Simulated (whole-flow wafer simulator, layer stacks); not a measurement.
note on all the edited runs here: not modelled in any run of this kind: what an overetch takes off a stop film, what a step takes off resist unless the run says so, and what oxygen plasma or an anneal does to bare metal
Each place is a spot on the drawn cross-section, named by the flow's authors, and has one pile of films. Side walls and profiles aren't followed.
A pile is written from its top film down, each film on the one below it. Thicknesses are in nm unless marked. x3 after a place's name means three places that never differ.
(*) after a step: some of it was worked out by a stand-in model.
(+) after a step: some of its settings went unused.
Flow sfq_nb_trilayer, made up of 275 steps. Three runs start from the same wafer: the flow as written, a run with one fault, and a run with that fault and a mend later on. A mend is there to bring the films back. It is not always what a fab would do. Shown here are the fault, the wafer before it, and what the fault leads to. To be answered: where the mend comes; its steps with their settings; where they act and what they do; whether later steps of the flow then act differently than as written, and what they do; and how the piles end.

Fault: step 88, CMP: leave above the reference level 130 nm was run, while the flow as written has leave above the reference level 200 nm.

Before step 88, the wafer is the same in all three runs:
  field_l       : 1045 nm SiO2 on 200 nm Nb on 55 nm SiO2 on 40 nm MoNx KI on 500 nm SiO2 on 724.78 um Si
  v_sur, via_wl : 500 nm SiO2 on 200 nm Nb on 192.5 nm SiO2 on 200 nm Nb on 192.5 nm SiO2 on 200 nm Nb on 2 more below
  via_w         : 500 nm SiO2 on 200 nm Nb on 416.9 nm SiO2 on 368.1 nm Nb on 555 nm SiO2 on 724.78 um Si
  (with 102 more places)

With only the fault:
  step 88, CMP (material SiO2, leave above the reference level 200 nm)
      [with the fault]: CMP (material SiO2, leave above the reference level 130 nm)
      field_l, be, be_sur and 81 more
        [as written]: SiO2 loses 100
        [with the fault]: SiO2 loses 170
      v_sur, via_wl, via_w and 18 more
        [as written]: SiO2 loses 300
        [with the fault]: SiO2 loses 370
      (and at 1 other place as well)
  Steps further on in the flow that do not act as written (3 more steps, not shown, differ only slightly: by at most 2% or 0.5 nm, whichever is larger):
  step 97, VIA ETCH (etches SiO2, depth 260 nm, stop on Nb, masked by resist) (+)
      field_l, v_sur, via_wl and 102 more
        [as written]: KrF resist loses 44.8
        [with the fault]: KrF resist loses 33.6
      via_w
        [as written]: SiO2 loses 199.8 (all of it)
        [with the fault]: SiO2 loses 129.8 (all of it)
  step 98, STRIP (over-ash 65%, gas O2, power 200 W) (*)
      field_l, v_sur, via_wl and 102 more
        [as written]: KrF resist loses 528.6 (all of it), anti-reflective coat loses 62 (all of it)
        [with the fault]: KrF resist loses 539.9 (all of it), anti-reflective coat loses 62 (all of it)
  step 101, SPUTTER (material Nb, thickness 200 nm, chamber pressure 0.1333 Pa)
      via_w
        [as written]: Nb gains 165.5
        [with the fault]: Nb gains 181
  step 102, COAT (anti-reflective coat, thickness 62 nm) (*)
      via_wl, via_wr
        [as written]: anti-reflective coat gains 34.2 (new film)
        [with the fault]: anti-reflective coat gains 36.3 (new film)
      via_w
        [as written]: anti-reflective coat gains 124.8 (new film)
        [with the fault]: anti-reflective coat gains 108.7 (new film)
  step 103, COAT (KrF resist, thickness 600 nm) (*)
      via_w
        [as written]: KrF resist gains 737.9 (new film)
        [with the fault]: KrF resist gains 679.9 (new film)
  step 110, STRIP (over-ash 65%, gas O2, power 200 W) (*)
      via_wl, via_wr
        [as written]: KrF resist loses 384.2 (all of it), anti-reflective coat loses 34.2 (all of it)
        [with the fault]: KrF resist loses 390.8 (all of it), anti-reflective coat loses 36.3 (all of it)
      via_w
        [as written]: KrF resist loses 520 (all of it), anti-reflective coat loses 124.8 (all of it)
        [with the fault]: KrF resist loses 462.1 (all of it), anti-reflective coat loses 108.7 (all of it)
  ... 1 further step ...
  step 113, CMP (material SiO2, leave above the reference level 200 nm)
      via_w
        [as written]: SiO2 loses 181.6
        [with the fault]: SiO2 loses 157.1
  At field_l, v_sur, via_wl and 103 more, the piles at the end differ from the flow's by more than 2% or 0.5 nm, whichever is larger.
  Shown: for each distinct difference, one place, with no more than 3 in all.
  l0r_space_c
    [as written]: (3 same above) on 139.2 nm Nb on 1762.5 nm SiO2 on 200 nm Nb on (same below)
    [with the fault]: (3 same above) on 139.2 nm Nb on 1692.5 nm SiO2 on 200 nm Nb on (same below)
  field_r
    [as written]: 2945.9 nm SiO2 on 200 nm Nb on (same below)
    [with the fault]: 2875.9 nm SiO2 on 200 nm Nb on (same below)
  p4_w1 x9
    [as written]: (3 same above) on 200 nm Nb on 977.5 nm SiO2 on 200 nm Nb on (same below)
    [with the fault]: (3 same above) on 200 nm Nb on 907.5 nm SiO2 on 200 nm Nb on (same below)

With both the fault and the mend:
  After step 89 comes the mend.
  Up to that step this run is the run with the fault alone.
  step 89a, PECVD (material SiO2, thickness 70 nm, 150 C, 15.56 s, RF power 183.3 W, pressure 2.4 Torr, precursor SiH4/N2O) (the flow's step 87 again, with other settings)
      field_l, v_sur, via_wl and 103 more
        SiO2 gains 70
  None of the later steps of the flow acts differently than as written at any place that is followed.
  At every place that both follow, the piles at the end match the flow's.
